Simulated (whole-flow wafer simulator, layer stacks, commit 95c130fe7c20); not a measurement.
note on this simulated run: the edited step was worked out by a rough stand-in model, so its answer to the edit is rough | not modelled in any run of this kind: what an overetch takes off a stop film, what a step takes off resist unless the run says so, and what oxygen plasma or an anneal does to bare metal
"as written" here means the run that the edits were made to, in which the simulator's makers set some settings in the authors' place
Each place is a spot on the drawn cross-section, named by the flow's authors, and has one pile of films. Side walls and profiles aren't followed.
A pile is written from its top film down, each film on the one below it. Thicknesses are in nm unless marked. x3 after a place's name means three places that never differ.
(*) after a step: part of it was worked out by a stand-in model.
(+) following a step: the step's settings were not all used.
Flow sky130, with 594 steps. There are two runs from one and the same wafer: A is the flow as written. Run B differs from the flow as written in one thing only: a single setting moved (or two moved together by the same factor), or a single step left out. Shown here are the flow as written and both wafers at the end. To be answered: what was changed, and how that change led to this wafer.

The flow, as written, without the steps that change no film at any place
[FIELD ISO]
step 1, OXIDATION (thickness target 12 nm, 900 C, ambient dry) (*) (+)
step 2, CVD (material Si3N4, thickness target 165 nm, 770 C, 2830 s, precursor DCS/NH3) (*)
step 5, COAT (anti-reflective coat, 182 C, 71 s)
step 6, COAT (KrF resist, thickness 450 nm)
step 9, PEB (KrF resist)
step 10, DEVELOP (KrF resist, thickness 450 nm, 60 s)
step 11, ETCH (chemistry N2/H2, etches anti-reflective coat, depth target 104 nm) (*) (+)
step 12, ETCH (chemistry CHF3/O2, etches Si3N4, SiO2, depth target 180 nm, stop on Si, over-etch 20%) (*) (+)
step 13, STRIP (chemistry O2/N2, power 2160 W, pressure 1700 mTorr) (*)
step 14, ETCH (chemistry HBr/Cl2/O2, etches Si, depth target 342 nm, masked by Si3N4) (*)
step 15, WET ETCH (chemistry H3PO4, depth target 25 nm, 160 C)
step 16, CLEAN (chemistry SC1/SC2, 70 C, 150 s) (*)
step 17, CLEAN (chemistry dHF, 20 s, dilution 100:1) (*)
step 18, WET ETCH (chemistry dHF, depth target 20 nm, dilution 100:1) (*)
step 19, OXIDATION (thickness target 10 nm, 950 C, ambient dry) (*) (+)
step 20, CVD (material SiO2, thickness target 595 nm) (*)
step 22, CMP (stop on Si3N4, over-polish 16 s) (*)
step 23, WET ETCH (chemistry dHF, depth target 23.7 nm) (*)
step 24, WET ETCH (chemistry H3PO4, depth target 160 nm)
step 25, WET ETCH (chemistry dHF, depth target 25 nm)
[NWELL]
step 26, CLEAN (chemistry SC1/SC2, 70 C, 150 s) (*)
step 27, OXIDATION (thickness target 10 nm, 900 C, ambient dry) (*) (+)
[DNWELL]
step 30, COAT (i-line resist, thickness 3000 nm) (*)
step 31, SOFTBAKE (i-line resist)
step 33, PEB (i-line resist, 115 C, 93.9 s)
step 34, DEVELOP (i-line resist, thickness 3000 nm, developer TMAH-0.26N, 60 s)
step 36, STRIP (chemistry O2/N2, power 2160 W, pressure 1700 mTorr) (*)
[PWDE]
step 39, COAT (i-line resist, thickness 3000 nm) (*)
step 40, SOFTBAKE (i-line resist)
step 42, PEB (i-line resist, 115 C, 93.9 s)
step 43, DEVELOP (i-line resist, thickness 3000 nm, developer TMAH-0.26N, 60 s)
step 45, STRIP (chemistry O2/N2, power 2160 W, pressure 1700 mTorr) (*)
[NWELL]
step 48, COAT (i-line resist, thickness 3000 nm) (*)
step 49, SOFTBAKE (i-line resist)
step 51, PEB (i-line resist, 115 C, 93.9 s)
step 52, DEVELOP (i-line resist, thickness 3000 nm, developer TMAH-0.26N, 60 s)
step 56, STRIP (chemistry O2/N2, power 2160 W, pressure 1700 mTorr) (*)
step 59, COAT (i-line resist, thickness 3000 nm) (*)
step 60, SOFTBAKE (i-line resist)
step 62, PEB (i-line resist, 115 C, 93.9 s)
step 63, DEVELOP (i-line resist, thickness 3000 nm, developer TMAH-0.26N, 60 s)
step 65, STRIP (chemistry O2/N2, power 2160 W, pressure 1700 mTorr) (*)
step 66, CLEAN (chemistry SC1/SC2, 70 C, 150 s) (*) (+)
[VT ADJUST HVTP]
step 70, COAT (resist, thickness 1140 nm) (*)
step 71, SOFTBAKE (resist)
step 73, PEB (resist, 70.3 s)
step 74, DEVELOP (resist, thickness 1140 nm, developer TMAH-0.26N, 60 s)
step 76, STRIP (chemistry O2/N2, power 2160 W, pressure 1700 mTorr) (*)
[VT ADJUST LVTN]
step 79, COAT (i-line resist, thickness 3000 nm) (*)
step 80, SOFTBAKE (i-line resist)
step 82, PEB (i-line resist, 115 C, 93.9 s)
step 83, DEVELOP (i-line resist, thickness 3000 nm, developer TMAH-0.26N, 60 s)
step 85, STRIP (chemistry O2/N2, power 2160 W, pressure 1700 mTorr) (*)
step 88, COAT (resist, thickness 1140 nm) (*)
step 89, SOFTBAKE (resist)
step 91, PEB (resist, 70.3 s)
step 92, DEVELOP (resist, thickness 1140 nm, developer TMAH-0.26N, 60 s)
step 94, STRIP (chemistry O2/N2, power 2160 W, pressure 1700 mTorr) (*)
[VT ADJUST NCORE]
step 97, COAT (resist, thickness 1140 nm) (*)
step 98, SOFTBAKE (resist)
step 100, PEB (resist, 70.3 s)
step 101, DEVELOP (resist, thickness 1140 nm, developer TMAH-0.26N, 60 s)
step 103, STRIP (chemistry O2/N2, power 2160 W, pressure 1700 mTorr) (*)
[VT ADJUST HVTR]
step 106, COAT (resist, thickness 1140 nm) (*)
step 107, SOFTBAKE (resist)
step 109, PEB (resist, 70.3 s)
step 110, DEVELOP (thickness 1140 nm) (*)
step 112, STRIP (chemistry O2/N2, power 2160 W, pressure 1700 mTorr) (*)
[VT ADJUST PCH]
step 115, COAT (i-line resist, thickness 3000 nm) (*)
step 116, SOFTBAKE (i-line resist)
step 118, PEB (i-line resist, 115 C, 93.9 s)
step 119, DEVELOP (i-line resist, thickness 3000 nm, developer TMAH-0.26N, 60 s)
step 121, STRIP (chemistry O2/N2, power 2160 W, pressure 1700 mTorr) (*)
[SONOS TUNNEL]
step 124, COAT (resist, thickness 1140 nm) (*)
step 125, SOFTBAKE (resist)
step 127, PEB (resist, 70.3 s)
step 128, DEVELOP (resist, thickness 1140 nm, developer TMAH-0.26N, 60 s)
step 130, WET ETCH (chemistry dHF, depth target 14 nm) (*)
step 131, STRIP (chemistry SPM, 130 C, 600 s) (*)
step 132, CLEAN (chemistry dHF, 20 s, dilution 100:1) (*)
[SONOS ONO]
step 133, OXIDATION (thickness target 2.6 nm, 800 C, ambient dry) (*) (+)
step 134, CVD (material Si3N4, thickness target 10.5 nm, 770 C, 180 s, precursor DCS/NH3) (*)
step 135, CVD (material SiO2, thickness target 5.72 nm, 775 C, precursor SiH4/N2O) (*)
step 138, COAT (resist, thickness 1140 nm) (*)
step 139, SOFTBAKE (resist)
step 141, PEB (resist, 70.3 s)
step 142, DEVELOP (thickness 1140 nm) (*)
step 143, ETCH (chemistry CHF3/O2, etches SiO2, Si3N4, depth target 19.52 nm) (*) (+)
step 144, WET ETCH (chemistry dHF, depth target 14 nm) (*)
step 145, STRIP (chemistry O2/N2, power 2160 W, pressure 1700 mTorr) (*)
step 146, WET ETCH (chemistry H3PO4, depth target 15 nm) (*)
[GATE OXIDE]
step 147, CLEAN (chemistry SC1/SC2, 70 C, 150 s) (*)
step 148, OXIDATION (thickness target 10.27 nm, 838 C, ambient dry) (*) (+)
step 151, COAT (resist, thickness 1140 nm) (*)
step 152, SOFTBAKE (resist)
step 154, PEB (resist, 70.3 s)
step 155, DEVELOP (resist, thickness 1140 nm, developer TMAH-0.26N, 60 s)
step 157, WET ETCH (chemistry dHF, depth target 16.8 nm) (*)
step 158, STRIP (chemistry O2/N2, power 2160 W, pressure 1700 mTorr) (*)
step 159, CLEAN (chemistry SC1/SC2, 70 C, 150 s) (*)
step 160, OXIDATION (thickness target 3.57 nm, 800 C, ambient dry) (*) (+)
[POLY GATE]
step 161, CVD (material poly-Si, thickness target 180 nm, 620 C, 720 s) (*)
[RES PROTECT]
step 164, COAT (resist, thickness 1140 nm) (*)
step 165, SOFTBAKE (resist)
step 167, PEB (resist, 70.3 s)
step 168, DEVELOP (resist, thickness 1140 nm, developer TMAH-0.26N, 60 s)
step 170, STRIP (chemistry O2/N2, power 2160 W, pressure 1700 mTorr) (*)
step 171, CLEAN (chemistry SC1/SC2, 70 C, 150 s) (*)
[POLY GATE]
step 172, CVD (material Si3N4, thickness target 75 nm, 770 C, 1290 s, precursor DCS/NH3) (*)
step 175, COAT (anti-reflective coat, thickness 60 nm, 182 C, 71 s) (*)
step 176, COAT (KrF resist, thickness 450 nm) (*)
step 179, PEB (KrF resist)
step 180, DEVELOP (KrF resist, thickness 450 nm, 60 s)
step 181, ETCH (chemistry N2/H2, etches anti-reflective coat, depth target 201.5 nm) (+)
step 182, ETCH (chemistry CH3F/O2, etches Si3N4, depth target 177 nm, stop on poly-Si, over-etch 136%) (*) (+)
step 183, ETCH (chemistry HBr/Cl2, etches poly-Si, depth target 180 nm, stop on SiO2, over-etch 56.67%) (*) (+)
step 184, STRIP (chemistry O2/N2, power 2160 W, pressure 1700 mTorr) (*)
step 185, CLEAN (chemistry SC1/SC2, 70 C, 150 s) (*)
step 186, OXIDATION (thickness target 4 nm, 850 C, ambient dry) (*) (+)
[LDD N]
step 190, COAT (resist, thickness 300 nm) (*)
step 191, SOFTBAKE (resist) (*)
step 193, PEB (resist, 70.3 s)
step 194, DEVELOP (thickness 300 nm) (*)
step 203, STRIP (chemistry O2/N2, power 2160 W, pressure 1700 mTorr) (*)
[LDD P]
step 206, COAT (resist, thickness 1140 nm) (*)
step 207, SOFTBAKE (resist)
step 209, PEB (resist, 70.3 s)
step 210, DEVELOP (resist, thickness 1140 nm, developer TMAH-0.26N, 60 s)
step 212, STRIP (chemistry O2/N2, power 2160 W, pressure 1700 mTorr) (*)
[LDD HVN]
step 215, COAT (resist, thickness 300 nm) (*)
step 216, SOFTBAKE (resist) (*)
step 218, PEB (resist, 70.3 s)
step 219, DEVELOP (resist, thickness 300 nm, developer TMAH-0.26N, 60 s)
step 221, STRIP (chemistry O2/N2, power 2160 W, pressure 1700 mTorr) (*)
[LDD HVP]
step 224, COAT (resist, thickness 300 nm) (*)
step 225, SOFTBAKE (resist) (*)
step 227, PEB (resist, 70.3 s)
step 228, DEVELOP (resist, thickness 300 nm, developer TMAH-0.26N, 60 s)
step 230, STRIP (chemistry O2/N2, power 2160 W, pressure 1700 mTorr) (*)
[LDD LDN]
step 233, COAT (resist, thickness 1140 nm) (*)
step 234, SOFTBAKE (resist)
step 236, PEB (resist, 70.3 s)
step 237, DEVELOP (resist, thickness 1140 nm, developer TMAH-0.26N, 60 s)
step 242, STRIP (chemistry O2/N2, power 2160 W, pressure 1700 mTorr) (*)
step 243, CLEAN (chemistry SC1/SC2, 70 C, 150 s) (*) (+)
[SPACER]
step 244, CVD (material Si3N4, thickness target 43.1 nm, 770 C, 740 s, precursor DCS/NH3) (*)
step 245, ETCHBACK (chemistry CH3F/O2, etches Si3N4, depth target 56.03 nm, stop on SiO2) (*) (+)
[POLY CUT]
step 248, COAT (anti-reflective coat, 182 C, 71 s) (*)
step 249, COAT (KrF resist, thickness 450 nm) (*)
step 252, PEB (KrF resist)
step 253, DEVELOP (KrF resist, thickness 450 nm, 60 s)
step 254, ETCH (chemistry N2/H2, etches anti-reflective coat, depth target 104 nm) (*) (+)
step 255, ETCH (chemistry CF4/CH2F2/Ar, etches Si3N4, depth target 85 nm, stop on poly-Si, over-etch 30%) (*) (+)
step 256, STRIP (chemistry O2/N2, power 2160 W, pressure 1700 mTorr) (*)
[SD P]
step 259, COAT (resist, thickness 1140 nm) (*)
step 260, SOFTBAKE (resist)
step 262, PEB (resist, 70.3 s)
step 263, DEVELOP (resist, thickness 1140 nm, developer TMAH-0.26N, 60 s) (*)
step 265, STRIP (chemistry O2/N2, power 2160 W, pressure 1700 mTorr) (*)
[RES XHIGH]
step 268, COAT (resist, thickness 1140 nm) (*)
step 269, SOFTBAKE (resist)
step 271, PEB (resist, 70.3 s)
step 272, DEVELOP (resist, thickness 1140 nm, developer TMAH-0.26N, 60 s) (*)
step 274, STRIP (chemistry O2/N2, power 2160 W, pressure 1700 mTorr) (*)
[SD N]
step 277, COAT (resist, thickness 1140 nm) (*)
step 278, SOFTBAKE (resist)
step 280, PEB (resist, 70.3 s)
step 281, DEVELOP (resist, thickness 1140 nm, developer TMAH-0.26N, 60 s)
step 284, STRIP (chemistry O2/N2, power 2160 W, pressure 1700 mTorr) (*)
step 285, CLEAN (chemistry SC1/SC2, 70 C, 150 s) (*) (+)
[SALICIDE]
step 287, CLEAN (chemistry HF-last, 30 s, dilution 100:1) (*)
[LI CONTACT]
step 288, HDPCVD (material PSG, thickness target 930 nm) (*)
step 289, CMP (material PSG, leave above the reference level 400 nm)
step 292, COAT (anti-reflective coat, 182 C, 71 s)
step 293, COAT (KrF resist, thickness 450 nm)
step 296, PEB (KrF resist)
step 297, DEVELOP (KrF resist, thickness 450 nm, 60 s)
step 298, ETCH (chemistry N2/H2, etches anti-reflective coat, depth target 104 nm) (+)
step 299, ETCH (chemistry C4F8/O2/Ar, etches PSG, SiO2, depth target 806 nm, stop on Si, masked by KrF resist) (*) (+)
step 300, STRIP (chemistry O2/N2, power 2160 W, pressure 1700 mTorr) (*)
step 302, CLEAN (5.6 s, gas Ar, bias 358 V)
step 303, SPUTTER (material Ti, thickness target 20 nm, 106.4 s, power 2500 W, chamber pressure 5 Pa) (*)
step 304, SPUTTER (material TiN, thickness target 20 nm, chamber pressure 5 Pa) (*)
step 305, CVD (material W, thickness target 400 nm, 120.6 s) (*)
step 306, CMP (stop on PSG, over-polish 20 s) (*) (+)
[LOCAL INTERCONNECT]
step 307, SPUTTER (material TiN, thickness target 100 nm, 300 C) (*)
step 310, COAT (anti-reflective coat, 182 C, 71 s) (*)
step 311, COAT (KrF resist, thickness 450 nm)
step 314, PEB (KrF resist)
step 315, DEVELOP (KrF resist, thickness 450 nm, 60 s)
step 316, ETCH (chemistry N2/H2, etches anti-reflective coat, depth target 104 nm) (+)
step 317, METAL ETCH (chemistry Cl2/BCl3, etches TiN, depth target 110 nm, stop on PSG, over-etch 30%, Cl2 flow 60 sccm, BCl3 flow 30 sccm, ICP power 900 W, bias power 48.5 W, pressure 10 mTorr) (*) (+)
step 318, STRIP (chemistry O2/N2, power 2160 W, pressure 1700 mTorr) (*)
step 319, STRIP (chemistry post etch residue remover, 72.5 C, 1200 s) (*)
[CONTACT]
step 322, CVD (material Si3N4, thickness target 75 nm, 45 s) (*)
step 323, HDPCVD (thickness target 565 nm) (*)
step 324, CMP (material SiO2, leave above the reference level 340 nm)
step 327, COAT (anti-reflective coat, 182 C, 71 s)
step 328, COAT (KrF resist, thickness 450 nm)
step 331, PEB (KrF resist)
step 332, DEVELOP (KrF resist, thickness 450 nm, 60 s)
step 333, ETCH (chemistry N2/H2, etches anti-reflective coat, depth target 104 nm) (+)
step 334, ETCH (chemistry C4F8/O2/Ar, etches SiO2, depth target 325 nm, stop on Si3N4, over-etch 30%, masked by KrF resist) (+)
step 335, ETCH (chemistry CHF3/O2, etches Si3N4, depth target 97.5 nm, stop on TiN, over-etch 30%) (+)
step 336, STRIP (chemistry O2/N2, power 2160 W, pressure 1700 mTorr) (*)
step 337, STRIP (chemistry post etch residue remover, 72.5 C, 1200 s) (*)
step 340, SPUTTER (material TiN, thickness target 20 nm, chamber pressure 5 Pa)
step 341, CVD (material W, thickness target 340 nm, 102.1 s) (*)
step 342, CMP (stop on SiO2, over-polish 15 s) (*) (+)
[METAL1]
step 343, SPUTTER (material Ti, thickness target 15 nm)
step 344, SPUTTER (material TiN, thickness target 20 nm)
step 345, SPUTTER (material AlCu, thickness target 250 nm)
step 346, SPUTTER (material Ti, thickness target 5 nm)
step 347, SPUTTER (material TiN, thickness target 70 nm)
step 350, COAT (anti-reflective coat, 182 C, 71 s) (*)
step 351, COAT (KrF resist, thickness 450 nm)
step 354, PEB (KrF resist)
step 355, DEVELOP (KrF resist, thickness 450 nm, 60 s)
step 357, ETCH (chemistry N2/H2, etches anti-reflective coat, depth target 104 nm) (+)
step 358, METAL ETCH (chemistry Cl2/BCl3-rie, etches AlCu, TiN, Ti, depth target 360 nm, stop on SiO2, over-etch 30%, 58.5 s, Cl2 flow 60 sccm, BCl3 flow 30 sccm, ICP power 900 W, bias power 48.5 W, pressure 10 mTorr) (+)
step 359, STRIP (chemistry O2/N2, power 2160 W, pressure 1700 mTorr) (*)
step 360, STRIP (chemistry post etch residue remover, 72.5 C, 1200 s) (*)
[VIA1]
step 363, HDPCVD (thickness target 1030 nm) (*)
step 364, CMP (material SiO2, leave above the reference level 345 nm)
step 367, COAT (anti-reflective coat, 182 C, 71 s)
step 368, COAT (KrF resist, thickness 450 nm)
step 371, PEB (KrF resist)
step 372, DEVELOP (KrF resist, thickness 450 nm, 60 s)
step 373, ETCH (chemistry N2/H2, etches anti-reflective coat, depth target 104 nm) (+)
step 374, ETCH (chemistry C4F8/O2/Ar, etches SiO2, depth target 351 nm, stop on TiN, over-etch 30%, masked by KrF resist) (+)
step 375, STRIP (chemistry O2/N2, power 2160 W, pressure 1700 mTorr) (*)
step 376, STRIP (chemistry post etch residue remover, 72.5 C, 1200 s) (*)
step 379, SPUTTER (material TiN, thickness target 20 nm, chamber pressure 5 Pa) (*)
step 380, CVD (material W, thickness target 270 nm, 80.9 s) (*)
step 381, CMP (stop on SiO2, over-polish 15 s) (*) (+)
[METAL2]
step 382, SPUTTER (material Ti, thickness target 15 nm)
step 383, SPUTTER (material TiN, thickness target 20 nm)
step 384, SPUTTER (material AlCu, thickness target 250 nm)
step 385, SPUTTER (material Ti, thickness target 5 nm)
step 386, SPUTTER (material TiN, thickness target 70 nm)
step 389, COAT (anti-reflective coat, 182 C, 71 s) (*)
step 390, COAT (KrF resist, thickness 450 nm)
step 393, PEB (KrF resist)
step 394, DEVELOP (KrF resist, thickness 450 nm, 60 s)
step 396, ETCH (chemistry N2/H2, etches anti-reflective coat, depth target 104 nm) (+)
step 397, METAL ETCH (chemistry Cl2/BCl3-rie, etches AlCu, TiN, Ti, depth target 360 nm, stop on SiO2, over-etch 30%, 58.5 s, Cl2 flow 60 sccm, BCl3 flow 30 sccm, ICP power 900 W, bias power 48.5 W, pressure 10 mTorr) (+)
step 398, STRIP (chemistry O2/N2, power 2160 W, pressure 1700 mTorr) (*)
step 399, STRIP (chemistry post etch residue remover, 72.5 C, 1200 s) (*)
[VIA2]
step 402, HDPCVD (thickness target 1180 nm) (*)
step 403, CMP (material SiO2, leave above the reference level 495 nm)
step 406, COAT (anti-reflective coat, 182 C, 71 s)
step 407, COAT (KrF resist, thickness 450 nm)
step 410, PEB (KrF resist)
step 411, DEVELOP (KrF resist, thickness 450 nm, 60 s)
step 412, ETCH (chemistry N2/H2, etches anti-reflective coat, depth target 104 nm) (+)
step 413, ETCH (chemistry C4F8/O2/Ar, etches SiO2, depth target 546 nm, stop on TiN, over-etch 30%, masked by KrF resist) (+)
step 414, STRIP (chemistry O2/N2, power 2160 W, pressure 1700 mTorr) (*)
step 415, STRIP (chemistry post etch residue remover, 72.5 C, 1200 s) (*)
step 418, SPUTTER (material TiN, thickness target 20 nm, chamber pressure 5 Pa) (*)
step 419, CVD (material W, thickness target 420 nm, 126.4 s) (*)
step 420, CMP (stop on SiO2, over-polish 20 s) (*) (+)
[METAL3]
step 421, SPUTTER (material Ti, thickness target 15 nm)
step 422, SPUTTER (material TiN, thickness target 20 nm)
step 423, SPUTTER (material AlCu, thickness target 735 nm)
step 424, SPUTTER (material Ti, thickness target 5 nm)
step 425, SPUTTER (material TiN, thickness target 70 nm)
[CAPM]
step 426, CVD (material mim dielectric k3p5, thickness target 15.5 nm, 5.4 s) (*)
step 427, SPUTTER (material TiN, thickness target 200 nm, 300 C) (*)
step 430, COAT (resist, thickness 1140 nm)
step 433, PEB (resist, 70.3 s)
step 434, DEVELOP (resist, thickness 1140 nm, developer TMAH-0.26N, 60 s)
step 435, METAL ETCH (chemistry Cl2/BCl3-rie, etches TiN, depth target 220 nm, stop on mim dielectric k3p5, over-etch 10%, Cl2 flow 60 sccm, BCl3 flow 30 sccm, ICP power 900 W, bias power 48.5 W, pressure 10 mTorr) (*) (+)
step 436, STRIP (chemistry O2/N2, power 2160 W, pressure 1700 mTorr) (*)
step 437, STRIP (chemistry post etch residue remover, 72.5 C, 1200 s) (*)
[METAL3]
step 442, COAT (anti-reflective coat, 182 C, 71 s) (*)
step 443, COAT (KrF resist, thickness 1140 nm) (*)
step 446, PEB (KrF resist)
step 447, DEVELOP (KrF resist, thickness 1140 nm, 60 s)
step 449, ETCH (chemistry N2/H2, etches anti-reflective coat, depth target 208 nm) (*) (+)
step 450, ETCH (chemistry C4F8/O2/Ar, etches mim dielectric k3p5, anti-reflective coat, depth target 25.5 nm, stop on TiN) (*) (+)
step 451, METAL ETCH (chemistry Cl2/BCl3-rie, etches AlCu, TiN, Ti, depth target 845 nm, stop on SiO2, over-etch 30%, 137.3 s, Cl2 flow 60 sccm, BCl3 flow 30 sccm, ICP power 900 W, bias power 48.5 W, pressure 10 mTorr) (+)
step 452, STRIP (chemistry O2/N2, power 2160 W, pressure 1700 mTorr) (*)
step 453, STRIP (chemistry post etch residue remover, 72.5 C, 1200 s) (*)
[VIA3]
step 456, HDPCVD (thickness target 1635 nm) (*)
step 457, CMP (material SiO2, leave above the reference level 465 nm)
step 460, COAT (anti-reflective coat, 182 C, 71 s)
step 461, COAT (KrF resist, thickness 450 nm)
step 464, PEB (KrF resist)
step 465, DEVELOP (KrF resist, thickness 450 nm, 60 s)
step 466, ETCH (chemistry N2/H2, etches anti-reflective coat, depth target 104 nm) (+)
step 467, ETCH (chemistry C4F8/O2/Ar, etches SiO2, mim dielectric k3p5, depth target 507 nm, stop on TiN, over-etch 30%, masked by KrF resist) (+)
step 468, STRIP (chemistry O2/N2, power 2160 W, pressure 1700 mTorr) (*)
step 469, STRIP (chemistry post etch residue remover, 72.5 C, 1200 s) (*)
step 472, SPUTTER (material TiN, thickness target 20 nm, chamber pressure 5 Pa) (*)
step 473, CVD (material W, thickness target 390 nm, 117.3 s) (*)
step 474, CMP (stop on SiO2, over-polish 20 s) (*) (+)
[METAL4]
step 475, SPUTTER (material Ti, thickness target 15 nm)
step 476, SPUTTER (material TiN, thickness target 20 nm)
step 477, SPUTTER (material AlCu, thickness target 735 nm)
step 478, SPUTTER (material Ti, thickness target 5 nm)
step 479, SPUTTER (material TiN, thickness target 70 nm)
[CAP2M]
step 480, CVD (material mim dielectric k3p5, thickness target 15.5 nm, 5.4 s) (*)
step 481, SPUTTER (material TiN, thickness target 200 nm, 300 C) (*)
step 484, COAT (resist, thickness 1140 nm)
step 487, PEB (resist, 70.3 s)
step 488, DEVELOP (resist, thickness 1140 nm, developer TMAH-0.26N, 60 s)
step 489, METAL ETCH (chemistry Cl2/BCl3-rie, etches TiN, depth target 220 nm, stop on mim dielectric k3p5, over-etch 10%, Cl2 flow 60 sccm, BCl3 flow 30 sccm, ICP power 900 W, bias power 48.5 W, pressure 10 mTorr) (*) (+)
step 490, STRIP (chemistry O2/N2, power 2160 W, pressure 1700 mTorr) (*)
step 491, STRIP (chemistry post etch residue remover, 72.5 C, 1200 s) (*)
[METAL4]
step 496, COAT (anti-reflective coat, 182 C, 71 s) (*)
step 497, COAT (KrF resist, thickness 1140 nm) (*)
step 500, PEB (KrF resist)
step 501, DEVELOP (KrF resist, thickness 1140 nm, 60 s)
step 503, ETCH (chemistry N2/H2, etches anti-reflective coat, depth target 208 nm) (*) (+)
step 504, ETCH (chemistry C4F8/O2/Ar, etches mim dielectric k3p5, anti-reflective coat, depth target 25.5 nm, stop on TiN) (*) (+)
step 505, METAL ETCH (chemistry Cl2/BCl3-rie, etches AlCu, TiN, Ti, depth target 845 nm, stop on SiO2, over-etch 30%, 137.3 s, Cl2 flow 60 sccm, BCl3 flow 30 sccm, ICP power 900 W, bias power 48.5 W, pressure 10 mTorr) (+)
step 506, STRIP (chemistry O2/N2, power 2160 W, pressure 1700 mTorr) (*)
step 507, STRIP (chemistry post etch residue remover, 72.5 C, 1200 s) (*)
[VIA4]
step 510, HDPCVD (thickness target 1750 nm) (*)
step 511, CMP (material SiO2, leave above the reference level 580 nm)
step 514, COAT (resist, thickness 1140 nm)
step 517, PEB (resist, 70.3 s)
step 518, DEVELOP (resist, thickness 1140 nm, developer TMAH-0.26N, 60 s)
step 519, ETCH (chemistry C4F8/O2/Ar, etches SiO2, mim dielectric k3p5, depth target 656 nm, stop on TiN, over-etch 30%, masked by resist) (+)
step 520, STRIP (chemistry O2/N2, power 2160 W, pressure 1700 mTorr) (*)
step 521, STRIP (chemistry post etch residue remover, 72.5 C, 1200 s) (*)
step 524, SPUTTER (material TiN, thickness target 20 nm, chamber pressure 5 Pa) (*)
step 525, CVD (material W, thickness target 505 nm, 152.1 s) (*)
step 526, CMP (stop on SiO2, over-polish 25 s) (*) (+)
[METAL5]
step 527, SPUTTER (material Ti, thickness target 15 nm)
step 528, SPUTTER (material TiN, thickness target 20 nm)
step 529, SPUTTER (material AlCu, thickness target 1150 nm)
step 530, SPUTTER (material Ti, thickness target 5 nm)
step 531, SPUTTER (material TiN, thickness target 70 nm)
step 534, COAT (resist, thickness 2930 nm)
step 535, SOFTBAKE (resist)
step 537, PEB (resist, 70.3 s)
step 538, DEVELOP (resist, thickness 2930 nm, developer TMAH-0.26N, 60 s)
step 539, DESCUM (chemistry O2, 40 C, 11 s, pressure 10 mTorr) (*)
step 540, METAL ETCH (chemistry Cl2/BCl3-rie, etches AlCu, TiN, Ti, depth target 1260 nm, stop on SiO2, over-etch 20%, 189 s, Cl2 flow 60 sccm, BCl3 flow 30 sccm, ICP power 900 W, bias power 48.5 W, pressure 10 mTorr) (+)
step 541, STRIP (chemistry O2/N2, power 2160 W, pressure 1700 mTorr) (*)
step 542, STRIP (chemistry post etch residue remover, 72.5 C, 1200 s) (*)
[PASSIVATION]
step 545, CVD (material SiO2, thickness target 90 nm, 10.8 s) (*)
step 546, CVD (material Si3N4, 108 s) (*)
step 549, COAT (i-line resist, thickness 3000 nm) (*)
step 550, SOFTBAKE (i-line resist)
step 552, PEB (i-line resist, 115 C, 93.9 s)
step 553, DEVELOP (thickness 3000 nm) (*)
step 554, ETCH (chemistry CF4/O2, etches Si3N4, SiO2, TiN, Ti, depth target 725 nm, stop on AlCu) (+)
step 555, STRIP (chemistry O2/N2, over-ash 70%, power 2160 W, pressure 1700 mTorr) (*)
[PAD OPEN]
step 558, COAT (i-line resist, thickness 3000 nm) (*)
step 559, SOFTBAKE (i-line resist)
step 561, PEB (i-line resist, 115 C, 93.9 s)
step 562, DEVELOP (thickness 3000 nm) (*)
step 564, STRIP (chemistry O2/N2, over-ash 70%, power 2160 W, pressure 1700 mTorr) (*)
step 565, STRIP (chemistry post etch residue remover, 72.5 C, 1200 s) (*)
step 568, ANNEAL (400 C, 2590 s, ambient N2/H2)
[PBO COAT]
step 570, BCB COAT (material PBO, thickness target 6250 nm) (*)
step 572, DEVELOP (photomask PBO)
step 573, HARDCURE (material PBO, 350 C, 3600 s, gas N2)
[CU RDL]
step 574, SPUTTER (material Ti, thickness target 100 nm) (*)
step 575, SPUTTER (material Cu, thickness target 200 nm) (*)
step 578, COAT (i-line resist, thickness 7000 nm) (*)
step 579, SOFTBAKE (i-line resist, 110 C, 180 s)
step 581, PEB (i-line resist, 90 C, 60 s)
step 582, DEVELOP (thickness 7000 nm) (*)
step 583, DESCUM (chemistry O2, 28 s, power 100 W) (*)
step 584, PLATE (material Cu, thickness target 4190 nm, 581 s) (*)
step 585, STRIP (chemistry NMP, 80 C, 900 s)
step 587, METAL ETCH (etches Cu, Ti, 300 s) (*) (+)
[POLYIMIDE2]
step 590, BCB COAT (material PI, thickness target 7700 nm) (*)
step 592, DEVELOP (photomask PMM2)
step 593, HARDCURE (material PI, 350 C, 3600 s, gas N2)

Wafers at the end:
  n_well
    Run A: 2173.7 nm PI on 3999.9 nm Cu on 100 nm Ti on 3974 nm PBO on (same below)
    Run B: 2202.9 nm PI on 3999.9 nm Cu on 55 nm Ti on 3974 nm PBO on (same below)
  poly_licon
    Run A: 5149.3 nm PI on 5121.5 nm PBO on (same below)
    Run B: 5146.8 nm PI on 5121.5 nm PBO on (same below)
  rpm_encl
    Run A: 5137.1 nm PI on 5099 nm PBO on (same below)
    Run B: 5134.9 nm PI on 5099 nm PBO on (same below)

Cause: step 574, SPUTTER: thickness target 55 nm was run, though the flow has thickness target 100 nm.
The wafer itself shows it: n_well has Ti 55, and step 574 as written asks for 100 nm.

How this came from the change, step by step:
  step 574, SPUTTER (material Ti, thickness target 100 nm) (*)
      field, active, n_well and 190 more: A +100 Ti (new film) | B +55 Ti (new film)
  step 587, METAL ETCH (etches Cu, Ti, 300 s) (*) (+)
      field, active, gate and 167 more: A -200 Cu (all of it), -100 Ti (all of it) | B -200 Cu (all of it), -55 Ti (all of it)
  step 590, BCB COAT (material PI, thickness target 7700 nm) (*)
      de16_gate_nw: A +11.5 um PI (new film) | B +11.46 um PI (new film)
